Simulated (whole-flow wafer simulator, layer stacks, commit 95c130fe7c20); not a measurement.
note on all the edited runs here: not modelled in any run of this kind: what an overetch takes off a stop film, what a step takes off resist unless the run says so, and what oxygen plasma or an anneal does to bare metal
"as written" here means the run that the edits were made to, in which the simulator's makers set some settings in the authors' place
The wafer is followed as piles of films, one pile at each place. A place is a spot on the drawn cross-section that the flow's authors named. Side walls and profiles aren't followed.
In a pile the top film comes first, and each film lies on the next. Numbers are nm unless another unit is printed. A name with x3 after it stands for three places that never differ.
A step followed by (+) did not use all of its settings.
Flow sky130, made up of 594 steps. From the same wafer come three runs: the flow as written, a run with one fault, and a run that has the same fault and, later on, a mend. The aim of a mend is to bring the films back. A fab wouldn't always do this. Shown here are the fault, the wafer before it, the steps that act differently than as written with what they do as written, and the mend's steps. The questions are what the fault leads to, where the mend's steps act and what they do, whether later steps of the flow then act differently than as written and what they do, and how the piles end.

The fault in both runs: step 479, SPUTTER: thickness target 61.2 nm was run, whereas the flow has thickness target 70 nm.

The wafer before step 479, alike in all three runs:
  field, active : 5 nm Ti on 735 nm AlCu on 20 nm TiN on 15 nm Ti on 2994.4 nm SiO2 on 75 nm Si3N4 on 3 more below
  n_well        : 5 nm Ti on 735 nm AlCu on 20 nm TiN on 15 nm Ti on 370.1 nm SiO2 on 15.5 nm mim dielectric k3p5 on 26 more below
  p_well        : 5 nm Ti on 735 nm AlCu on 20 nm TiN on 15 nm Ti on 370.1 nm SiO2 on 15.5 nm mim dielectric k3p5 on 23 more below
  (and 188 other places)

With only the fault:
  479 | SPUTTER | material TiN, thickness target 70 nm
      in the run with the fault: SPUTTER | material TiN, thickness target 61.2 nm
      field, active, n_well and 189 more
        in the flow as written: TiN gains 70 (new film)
        in the run with the fault: TiN gains 61.2 (new film)
  Steps later in the flow that act otherwise than as written (16 other steps are not shown; they differ only slightly, by no more than 2% or 0.5 nm, whichever is larger):
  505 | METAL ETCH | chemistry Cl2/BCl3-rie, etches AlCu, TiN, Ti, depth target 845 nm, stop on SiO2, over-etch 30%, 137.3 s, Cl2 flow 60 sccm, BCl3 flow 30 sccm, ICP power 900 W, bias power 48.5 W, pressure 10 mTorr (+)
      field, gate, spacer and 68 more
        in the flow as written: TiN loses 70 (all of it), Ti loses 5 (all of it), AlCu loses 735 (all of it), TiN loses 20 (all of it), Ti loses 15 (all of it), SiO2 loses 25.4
        in the run with the fault: TiN loses 61.2 (all of it), Ti loses 5 (all of it), AlCu loses 735 (all of it), TiN loses 20 (all of it), Ti loses 15 (all of it), SiO2 loses 26.2
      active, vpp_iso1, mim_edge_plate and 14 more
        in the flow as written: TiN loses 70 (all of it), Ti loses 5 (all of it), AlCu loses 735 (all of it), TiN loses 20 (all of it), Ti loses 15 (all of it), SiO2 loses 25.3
        in the run with the fault: TiN loses 61.2 (all of it), Ti loses 5 (all of it), AlCu loses 735 (all of it), TiN loses 20 (all of it), Ti loses 15 (all of it), SiO2 loses 26.2
  At n_well, p_well, gate_hv and 102 more, the piles at the end differ from the flow's by more than 2% or 0.5 nm, whichever is larger.
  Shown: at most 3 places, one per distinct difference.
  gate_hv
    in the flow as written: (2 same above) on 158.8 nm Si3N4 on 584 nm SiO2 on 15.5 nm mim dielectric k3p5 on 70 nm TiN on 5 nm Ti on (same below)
    in the run with the fault: (2 same above) on 158.8 nm Si3N4 on 592.8 nm SiO2 on 15.5 nm mim dielectric k3p5 on 61.2 nm TiN on 5 nm Ti on (same below)
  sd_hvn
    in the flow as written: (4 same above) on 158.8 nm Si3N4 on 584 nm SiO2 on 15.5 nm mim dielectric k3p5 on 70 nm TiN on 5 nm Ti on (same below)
    in the run with the fault: (4 same above) on 158.8 nm Si3N4 on 592.8 nm SiO2 on 15.5 nm mim dielectric k3p5 on 61.2 nm TiN on 5 nm Ti on (same below)
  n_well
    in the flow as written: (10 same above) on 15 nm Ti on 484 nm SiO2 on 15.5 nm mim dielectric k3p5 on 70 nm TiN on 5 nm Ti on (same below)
    in the run with the fault: (10 same above) on 15 nm Ti on 492.8 nm SiO2 on 15.5 nm mim dielectric k3p5 on 61.2 nm TiN on 5 nm Ti on (same below)

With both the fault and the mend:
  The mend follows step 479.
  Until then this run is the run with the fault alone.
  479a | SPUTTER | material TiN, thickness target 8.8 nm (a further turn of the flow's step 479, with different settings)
      field, active, n_well and 189 more
        TiN gains 8.8
  Every later step of the flow that is run acts as written at every place that is followed.
  At every place that both follow, the piles at the end match the flow's.
